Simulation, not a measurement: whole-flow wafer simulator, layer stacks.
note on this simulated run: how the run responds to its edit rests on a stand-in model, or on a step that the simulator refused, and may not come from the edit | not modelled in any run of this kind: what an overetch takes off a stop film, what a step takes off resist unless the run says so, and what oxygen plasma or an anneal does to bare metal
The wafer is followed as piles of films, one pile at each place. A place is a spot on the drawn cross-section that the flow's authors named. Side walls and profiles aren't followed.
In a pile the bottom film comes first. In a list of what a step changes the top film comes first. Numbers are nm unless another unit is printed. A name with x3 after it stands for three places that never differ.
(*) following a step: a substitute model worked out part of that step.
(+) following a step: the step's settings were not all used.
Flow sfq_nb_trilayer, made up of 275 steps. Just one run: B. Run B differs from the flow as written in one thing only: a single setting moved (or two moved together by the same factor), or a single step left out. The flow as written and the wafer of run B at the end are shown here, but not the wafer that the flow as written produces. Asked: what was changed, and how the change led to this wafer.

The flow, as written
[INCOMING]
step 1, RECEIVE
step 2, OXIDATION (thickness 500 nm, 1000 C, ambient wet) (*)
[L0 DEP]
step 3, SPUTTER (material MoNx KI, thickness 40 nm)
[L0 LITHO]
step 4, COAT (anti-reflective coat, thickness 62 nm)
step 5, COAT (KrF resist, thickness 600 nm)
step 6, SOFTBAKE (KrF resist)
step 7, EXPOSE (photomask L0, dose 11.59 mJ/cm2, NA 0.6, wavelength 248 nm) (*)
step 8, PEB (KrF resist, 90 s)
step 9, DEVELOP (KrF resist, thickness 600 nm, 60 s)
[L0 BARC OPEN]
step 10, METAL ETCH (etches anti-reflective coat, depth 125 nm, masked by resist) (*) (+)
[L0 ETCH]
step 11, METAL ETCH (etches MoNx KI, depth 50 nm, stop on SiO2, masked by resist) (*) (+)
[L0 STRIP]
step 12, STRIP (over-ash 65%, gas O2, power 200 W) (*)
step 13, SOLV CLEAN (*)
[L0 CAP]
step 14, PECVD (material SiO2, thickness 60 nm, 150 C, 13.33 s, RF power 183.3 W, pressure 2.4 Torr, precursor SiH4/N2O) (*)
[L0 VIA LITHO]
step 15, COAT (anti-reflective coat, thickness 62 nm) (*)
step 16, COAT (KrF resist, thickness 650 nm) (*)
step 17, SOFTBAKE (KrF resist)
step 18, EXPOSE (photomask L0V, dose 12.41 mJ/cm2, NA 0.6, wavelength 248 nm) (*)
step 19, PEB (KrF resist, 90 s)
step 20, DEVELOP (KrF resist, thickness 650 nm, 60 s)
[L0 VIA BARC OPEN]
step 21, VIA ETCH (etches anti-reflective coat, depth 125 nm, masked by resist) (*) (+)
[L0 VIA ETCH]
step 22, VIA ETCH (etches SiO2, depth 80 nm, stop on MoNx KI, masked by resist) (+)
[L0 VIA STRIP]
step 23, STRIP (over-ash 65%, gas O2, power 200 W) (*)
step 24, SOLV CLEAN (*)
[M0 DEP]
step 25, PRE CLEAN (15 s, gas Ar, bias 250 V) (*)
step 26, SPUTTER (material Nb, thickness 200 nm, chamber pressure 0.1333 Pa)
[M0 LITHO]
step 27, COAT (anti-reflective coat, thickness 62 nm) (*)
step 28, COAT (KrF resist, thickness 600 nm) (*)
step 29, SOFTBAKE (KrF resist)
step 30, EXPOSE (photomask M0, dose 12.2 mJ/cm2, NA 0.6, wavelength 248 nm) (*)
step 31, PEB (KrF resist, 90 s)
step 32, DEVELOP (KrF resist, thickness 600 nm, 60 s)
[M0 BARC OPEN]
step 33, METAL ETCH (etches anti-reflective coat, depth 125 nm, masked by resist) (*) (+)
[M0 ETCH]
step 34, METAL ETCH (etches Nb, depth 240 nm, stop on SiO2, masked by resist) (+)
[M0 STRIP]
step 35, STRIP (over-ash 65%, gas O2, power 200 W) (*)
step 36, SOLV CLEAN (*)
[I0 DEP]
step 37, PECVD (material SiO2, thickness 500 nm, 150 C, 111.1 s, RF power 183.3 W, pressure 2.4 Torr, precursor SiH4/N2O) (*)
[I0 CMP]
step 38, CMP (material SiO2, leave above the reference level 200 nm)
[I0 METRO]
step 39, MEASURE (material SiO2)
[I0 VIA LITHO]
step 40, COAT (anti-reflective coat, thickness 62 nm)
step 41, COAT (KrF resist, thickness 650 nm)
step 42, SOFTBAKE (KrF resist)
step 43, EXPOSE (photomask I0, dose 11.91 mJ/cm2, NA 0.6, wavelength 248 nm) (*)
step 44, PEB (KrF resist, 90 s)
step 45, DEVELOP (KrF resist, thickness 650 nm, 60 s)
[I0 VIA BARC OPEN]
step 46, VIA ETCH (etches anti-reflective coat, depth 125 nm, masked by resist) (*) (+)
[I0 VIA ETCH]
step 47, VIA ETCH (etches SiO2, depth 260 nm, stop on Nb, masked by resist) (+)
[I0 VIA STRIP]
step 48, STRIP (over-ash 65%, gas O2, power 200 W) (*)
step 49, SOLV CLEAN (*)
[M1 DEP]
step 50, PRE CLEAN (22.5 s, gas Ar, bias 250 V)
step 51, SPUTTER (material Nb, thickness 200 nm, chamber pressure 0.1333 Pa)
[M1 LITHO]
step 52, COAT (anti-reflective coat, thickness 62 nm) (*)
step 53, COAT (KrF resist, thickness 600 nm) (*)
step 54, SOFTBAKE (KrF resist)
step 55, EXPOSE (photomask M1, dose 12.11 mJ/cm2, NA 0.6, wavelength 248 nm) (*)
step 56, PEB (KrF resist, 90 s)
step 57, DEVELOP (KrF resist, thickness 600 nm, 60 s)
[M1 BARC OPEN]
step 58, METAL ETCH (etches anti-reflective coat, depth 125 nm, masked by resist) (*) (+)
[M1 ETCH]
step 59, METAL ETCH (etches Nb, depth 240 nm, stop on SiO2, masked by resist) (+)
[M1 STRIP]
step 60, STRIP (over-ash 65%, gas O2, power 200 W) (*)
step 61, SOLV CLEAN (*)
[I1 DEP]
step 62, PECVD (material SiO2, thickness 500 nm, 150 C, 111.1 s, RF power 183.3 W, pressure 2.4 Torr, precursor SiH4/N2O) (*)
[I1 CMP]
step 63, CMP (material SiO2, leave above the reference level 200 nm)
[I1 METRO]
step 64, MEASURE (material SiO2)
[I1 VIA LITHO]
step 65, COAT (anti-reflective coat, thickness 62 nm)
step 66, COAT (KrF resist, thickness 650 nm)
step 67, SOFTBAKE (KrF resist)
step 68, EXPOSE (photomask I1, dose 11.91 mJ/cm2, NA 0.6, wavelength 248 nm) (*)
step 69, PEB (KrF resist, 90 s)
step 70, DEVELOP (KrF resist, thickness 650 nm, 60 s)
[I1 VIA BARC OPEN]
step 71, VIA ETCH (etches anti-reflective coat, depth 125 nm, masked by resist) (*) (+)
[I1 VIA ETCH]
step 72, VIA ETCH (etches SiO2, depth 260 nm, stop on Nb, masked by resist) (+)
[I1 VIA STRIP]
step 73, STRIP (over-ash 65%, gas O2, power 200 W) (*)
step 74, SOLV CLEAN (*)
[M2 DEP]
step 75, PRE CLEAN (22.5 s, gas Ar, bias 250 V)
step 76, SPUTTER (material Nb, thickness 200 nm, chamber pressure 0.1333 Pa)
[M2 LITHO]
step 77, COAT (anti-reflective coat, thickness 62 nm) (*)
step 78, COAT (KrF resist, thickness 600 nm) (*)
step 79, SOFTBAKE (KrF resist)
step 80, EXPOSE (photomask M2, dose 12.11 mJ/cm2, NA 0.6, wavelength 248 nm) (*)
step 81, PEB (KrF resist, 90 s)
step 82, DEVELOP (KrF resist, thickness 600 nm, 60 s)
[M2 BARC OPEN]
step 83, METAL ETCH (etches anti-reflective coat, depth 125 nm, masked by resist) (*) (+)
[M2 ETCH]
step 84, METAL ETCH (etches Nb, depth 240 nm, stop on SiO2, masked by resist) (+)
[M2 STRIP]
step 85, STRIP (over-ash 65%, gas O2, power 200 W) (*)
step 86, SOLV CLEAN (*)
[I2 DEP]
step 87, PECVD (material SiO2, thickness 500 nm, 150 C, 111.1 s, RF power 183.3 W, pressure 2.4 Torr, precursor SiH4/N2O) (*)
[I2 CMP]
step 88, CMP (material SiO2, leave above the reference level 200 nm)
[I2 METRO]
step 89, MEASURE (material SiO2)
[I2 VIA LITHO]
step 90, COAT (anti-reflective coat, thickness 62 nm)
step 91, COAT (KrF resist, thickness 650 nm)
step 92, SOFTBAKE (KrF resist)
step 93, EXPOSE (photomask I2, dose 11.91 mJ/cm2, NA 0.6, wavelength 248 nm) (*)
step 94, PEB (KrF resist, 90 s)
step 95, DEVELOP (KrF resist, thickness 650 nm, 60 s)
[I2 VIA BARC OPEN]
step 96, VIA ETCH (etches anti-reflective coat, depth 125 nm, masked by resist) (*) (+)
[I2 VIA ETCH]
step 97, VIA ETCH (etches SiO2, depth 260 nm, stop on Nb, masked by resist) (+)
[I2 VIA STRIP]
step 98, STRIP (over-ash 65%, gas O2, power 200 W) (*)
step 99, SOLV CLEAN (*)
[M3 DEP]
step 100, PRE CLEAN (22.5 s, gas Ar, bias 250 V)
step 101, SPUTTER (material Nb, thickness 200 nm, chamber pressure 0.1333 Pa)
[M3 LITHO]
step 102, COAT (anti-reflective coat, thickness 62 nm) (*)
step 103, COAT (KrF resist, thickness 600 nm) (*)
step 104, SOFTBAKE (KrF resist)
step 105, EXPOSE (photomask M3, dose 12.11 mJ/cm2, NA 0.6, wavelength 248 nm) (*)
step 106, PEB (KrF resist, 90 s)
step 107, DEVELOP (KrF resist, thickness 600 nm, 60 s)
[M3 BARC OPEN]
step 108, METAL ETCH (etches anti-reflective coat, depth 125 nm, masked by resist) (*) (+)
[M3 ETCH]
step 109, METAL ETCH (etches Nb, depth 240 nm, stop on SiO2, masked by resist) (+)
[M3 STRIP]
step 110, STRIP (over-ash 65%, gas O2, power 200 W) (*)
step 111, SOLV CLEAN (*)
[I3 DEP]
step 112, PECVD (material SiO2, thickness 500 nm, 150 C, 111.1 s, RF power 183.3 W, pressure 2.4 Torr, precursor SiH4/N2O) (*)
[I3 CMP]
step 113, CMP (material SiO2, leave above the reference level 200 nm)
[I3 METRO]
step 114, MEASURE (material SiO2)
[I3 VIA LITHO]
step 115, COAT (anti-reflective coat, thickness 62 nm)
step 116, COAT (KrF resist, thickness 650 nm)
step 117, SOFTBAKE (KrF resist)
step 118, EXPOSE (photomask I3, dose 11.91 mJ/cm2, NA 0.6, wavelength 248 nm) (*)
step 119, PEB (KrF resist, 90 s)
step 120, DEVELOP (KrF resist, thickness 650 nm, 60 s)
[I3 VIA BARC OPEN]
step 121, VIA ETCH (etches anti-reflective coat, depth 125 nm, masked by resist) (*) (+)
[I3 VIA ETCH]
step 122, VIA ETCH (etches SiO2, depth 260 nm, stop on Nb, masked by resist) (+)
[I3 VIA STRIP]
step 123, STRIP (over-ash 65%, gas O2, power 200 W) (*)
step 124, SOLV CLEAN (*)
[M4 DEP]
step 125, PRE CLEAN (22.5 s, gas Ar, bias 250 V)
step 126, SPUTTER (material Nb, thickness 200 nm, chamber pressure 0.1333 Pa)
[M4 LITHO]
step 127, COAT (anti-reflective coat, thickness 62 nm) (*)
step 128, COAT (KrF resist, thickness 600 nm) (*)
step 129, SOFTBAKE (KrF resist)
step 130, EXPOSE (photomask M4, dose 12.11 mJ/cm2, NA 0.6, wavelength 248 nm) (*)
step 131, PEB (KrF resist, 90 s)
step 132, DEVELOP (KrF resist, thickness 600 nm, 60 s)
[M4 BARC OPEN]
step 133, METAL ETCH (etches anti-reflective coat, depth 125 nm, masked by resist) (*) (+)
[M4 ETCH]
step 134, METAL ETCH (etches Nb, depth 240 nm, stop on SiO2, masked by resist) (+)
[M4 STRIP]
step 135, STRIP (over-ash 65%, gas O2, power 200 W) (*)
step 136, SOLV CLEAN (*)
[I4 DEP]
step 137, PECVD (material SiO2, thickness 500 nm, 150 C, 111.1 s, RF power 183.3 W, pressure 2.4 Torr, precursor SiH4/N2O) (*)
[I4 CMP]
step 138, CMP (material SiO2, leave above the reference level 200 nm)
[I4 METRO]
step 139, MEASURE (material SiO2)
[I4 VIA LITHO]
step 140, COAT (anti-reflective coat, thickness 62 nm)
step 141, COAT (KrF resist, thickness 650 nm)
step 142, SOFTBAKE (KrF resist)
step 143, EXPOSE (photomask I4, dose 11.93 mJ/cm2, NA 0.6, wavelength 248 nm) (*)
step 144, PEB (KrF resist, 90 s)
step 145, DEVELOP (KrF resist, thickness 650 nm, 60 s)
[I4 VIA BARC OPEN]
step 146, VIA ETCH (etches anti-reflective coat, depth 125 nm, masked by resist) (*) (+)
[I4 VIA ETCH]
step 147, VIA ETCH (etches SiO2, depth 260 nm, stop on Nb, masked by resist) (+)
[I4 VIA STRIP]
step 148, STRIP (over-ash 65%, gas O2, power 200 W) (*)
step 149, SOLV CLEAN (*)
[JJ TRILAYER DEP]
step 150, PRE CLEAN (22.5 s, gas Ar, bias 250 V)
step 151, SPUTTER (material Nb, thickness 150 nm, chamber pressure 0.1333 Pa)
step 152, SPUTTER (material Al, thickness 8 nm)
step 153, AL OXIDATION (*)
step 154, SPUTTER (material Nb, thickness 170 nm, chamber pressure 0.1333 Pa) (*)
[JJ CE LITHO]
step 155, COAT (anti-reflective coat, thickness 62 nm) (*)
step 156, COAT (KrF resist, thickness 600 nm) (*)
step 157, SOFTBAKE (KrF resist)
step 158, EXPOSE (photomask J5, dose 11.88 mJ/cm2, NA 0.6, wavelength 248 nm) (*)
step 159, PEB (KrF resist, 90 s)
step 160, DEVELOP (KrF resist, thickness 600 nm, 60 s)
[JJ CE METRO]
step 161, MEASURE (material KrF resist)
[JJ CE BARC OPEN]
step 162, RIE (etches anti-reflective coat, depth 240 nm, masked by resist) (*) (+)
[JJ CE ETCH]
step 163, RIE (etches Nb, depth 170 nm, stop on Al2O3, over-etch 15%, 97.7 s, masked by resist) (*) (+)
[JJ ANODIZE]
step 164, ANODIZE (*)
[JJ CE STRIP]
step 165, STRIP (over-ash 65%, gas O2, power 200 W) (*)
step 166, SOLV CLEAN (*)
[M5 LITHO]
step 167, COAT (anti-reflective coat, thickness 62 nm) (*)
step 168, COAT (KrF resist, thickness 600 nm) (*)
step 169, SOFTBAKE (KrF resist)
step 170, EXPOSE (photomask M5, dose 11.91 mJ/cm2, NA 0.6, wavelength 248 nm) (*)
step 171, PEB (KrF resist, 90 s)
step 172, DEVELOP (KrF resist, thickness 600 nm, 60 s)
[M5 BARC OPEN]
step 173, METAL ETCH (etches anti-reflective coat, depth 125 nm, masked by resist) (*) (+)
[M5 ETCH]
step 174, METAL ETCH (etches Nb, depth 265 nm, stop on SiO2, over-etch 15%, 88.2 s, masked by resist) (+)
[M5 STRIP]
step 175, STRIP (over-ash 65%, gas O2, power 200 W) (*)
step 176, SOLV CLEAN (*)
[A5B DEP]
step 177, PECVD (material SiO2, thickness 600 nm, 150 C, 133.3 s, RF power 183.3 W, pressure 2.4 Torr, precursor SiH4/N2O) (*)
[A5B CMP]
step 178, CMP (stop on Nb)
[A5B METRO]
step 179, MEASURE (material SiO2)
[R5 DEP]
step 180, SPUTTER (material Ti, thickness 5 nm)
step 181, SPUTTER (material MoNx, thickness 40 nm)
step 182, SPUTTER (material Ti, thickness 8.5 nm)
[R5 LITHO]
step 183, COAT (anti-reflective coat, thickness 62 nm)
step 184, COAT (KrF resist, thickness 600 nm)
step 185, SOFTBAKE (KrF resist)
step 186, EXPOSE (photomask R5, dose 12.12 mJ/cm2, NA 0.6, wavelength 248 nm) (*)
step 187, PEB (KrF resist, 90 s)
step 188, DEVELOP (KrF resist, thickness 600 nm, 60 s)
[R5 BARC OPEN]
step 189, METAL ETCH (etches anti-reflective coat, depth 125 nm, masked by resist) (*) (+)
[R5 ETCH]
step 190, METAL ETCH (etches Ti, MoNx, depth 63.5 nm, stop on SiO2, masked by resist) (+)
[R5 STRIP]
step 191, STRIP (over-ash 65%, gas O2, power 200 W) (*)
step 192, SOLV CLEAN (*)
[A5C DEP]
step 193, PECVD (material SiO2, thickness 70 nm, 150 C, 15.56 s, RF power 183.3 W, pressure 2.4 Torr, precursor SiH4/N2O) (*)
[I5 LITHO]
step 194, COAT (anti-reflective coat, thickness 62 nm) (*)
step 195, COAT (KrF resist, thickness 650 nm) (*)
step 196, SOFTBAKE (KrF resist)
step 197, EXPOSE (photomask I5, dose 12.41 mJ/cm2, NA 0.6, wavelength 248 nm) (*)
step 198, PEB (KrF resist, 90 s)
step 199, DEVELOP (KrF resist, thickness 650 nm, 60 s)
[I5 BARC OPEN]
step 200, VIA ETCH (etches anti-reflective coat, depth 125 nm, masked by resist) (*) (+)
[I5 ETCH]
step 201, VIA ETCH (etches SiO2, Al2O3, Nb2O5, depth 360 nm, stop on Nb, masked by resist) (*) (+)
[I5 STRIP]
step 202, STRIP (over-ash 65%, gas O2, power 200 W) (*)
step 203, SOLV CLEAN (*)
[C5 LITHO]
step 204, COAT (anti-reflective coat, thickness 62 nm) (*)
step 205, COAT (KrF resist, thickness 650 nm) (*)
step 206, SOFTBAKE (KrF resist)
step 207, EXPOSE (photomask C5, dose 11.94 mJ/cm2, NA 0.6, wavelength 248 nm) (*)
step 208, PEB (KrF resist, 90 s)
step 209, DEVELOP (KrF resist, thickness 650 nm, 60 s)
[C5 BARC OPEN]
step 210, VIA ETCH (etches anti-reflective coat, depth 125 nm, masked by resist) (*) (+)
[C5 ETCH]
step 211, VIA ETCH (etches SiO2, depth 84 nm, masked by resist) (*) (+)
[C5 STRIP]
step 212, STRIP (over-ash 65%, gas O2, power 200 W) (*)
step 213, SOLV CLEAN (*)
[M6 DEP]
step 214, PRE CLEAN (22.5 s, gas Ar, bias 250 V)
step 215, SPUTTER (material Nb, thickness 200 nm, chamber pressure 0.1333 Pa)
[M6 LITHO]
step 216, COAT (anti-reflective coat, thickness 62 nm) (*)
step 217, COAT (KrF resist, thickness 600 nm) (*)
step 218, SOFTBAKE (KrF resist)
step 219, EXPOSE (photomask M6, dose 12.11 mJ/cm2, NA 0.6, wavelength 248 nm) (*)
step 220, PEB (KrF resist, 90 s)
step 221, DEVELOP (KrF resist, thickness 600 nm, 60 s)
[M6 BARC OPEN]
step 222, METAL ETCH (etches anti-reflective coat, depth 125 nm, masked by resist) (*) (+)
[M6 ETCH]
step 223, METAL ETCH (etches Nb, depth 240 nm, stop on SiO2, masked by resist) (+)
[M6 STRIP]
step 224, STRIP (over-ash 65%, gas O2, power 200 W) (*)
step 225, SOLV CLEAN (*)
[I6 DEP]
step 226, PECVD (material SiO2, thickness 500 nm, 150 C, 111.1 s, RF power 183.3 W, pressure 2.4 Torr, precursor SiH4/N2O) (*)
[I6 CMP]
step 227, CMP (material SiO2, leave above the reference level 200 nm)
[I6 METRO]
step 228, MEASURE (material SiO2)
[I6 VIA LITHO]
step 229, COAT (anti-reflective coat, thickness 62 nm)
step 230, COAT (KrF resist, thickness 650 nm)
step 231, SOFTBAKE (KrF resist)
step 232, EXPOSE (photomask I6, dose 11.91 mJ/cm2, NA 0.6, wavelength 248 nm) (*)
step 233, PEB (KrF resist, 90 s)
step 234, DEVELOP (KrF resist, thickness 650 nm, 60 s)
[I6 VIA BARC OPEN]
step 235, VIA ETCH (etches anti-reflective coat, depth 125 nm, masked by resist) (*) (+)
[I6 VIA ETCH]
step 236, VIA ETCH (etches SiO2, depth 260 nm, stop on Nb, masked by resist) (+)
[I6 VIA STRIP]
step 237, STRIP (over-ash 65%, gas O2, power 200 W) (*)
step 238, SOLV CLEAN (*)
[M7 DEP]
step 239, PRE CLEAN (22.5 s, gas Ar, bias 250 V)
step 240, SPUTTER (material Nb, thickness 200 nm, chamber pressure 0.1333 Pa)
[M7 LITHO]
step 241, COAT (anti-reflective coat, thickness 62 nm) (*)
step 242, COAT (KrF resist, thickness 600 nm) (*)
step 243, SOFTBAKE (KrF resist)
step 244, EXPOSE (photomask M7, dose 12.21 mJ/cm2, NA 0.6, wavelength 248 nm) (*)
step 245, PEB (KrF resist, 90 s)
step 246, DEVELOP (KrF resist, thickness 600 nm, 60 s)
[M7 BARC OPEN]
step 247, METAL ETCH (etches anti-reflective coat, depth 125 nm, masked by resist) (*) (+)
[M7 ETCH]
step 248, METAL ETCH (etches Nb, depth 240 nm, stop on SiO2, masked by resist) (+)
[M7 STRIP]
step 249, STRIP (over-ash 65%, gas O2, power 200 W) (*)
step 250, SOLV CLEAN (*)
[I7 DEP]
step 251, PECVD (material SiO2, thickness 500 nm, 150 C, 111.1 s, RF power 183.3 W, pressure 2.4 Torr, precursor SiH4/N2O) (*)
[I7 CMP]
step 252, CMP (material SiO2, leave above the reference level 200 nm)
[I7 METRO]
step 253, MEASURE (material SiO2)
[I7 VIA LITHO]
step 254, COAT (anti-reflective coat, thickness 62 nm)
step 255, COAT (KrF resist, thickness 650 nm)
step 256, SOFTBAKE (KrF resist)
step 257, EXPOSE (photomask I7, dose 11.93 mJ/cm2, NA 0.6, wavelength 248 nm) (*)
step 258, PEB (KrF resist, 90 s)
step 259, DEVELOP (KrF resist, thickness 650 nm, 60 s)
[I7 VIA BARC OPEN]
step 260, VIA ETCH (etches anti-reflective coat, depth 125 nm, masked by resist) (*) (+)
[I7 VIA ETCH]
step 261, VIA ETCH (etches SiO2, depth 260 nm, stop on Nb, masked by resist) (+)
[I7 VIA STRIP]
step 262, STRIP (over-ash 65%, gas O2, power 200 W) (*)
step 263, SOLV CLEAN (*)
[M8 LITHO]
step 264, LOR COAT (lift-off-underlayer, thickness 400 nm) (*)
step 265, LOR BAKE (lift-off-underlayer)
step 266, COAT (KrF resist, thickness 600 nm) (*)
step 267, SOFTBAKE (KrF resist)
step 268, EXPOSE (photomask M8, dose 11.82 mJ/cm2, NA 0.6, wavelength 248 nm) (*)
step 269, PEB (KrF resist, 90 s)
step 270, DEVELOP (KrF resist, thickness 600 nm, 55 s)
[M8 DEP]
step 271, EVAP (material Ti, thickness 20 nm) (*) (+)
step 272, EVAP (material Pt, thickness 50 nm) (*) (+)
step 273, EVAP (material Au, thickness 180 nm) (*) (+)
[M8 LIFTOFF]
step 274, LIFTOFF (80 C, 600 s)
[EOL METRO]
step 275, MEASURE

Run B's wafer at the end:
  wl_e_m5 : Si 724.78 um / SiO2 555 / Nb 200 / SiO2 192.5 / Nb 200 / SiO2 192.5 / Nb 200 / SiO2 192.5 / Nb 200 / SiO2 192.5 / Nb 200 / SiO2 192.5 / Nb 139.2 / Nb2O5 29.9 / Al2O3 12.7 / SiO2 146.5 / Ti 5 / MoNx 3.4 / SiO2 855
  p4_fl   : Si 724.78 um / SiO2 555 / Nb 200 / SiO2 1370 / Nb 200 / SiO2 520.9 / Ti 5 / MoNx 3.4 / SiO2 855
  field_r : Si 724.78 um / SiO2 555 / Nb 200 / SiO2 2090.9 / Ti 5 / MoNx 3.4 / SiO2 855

Cause: step 181, SPUTTER: thickness 58.4 nm was run, whereas the flow has thickness 40 nm.

The path from the change to this, step by step:
  step 181, SPUTTER (material MoNx, thickness 40 nm)
      field_l, v_sur, via_wl and 103 more: MoNx gains 58.4 (new film) (in the flow as written it would be: MoNx gains 40 (new film))
  step 190, METAL ETCH (etches Ti, MoNx, depth 63.5 nm, stop on SiO2, masked by resist) (+)
      field_l, v_sur, via_wl and 92 more: Ti loses 8.5 (all of it), MoNx loses 55 (in the flow as written it would be: Ti loses 8.5 (all of it), MoNx loses 40 (all of it), Ti loses 5 (all of it))
      ce_l, c5j, ce_r, wl_jj: Ti loses 8.5 (all of it), MoNx loses 55 (in the flow as written it would be: Ti loses 8.5 (all of it), MoNx loses 40 (all of it), Ti loses 5 (all of it), Nb loses 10)
  step 193, PECVD (material SiO2, thickness 70 nm, 150 C, 15.56 s, RF power 183.3 W, pressure 2.4 Torr, precursor SiH4/N2O) (*)
      field_l, v_sur, via_wl and 92 more: SiO2 gains 70 (new film) (in the flow as written it would be: SiO2 gains 70)
  step 194, COAT (anti-reflective coat, thickness 62 nm) (*)
      wl_j_sl, wl_j_sr: anti-reflective coat gains 62 (new film) (in the flow as written it would be: anti-reflective coat gains 60.2 (new film))
      r5r_spacepad_l, r5r_spacepad_r: anti-reflective coat gains 88.7 (new film) (in the flow as written it would be: anti-reflective coat gains 84.4 (new film))
      (and at 12 other places as well)
  step 201, VIA ETCH (etches SiO2, Al2O3, Nb2O5, depth 360 nm, stop on Nb, masked by resist) (*) (+)
      be: SiO2 loses 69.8 (all of it), MoNx loses 3.4 (all of it), Ti loses 5 (all of it), SiO2 loses 146.5 (all of it), Al2O3 loses 12.7 (all of it), Nb2O5 loses 29.9 (all of it) (in the flow as written it would be: SiO2 loses 216.4 (all of it), Al2O3 loses 12.7 (all of it), Nb2O5 loses 29.9 (all of it))
  step 202, STRIP (over-ash 65%, gas O2, power 200 W) (*)
      wl_j_sl, wl_j_sr: KrF resist loses 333 (all of it), anti-reflective coat loses 62 (all of it) (in the flow as written it would be: KrF resist loses 333.3 (all of it), anti-reflective coat loses 60.2 (all of it))
      r5r_spacepad_l, r5r_spacepad_r: KrF resist loses 336 (all of it), anti-reflective coat loses 88.7 (all of it) (in the flow as written it would be: KrF resist loses 335.6 (all of it), anti-reflective coat loses 84.4 (all of it))
      (and at 12 other places as well)
  step 204, COAT (anti-reflective coat, thickness 62 nm) (*)
      wl_j_sl, wl_j_sr: anti-reflective coat gains 62 (new film) (in the flow as written it would be: anti-reflective coat gains 60.2 (new film))
      r5r_spacepad_l, r5r_spacepad_r: anti-reflective coat gains 88.7 (new film) (in the flow as written it would be: anti-reflective coat gains 84.4 (new film))
      (and at 12 other places as well)
  step 210, VIA ETCH (etches anti-reflective coat, depth 125 nm, masked by resist) (*) (+)
      c5j: anti-reflective coat loses 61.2 (all of it), SiO2 loses 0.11 (in the flow as written it would be: anti-reflective coat loses 63.9 (all of it), SiO2 loses 0.11)
  step 211, VIA ETCH (etches SiO2, depth 84 nm, masked by resist) (*) (+)
      c5j: SiO2 loses 69.9 (all of it) (in the flow as written it would be: SiO2 loses 69.9 (all of it), Nb loses 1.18)
  step 212, STRIP (over-ash 65%, gas O2, power 200 W) (*)
      wl_j_sl, wl_j_sr: KrF resist loses 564 (all of it), anti-reflective coat loses 62 (all of it) (in the flow as written it would be: KrF resist loses 563.4 (all of it), anti-reflective coat loses 60.2 (all of it))
      r5r_spacepad_l, r5r_spacepad_r: KrF resist loses 566.9 (all of it), anti-reflective coat loses 88.7 (all of it) (in the flow as written it would be: KrF resist loses 565.8 (all of it), anti-reflective coat loses 84.4 (all of it))
      (and at 11 other places as well)
  step 214, PRE CLEAN (22.5 s, gas Ar, bias 250 V)
      c5j: MoNx loses 3.4 (all of it), Ti loses 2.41 (in the flow as written it would be: Nb loses 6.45)
  step 215, SPUTTER (material Nb, thickness 200 nm, chamber pressure 0.1333 Pa)
      c5j: Nb gains 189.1 (new film) (in the flow as written it would be: Nb gains 188.4)
  step 216, COAT (anti-reflective coat, thickness 62 nm) (*)
      r5r_line_l, r5r_line_c, r5r_line_r: anti-reflective coat gains 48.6 (new film) (in the flow as written it would be: anti-reflective coat gains 50 (new film))
      wl_j_sl, wl_j_sr: anti-reflective coat gains 62 (new film) (in the flow as written it would be: anti-reflective coat gains 60.2 (new film))
      (and at 12 other places as well)
  step 222, METAL ETCH (etches anti-reflective coat, depth 125 nm, masked by resist) (*) (+)
      r5r_line_l, r5r_line_c, r5r_line_r: anti-reflective coat loses 48.6 (all of it) (in the flow as written it would be: anti-reflective coat loses 50 (all of it))
      r5r_spacepad_l, r5r_spacepad_r: anti-reflective coat loses 90.7 (all of it) (in the flow as written it would be: anti-reflective coat loses 85.7 (all of it))
      (and at 1 other place as well)
  step 224, STRIP (over-ash 65%, gas O2, power 200 W) (*)
      wl_j_sl, wl_j_sr: KrF resist loses 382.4 (all of it), anti-reflective coat loses 62 (all of it) (in the flow as written it would be: KrF resist loses 382.5 (all of it), anti-reflective coat loses 60.2 (all of it))
      jj_sur: KrF resist loses 378.5 (all of it), anti-reflective coat loses 58.6 (all of it) (in the flow as written it would be: KrF resist loses 378.5 (all of it), anti-reflective coat loses 56.1 (all of it))
      (and at 8 other places as well)
  step 227, CMP (material SiO2, leave above the reference level 200 nm)
      r5r_line_l, r5r_spacepad_l, r5r_spacepad_r, r5r_line_c, r5r_line_r: SiO2 loses 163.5 (in the flow as written it would be: SiO2 loses 153.5)
      ce_l, ce_r, wl_jj: SiO2 loses 300 (in the flow as written it would be: SiO2 loses 290)
      (and at 5 other places as well)
With metal films that touch counted as one body, wl_e_m5 has 7 bodies (between them, from the top down: SiO2 146.5 / Al2O3 12.7 / Nb2O5 29.9; SiO2 192.5; SiO2 192.5; SiO2 192.5; SiO2 192.5; SiO2 192.5); the flow as written gives 6 bodies (between them, from the top down: SiO2 192.5; SiO2 192.5; SiO2 192.5; SiO2 192.5; SiO2 192.5).
With metal films that touch counted as one body, p4_fl has 3 bodies (between them, from the top down: SiO2 520.9; SiO2 1370); the flow as written gives 2 bodies (between them, from the top down: SiO2 1370).
With metal films that touch counted as one body, field_r has 2 bodies (between them, from the top down: SiO2 2090.9); the flow as written gives 1 body.
